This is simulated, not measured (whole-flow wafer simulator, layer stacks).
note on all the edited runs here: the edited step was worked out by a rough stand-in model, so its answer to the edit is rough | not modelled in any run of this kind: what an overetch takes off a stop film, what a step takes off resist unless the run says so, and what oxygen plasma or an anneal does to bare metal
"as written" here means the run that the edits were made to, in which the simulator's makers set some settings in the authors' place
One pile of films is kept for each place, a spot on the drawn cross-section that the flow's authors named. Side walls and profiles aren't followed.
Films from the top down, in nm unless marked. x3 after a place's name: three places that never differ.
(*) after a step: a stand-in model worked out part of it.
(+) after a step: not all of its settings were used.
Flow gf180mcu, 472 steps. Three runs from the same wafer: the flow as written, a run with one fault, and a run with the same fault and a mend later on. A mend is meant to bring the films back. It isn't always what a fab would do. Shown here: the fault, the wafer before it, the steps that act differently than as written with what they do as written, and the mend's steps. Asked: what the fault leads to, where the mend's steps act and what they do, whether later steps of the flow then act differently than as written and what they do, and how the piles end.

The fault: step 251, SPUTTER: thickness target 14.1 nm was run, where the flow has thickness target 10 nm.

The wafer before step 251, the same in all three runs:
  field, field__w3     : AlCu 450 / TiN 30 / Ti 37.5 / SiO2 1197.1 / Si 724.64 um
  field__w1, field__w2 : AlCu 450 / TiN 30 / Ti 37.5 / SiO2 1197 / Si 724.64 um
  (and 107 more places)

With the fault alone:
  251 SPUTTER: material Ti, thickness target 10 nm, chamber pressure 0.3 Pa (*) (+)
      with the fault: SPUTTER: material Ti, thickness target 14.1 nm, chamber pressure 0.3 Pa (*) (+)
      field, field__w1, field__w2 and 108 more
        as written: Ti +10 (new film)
        with the fault: Ti +14.1 (new film)
  Later steps of the flow that act differently than as written (5 more steps differ only slightly, by at most 2% or 0.5 nm, whichever is larger, and aren't shown):
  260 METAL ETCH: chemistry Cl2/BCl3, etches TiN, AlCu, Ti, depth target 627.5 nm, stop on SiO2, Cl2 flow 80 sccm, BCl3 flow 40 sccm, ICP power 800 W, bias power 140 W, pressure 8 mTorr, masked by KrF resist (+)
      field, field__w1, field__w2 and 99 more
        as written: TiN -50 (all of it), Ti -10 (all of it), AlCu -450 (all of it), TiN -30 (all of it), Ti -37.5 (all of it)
        with the fault: TiN -50 (all of it), Ti -14.1 (all of it), AlCu -450 (all of it), TiN -30 (all of it), Ti -37.5 (all of it)
  At the end the piles differ from the flow's by more than 2% or 0.5 nm, whichever is larger, at field__w8, contact, m1 and 6 more.
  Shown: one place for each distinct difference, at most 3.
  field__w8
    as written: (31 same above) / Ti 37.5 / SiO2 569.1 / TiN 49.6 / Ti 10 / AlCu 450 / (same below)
    with the fault: (31 same above) / Ti 37.5 / SiO2 565 / TiN 49.6 / Ti 14.1 / AlCu 450 / (same below)
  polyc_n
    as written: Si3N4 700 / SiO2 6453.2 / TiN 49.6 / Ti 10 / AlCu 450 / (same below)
    with the fault: Si3N4 700 / SiO2 6449.1 / TiN 49.6 / Ti 14.1 / AlCu 450 / (same below)
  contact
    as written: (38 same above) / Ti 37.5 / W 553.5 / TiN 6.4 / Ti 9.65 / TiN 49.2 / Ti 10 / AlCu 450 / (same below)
    with the fault: (38 same above) / Ti 37.5 / W 549.4 / TiN 6.42 / Ti 9.68 / TiN 49.2 / Ti 14.1 / AlCu 450 / (same below)

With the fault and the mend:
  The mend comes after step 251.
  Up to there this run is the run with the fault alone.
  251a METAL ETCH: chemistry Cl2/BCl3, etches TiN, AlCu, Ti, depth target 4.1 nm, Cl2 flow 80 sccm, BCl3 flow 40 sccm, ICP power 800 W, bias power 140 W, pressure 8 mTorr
      field, field__w1, field__w2 and 108 more
        Ti -4.1
  No later step of the flow acts differently than as written at any place that is followed.
  At the end the piles are the same as the flow's at every place that both follow.
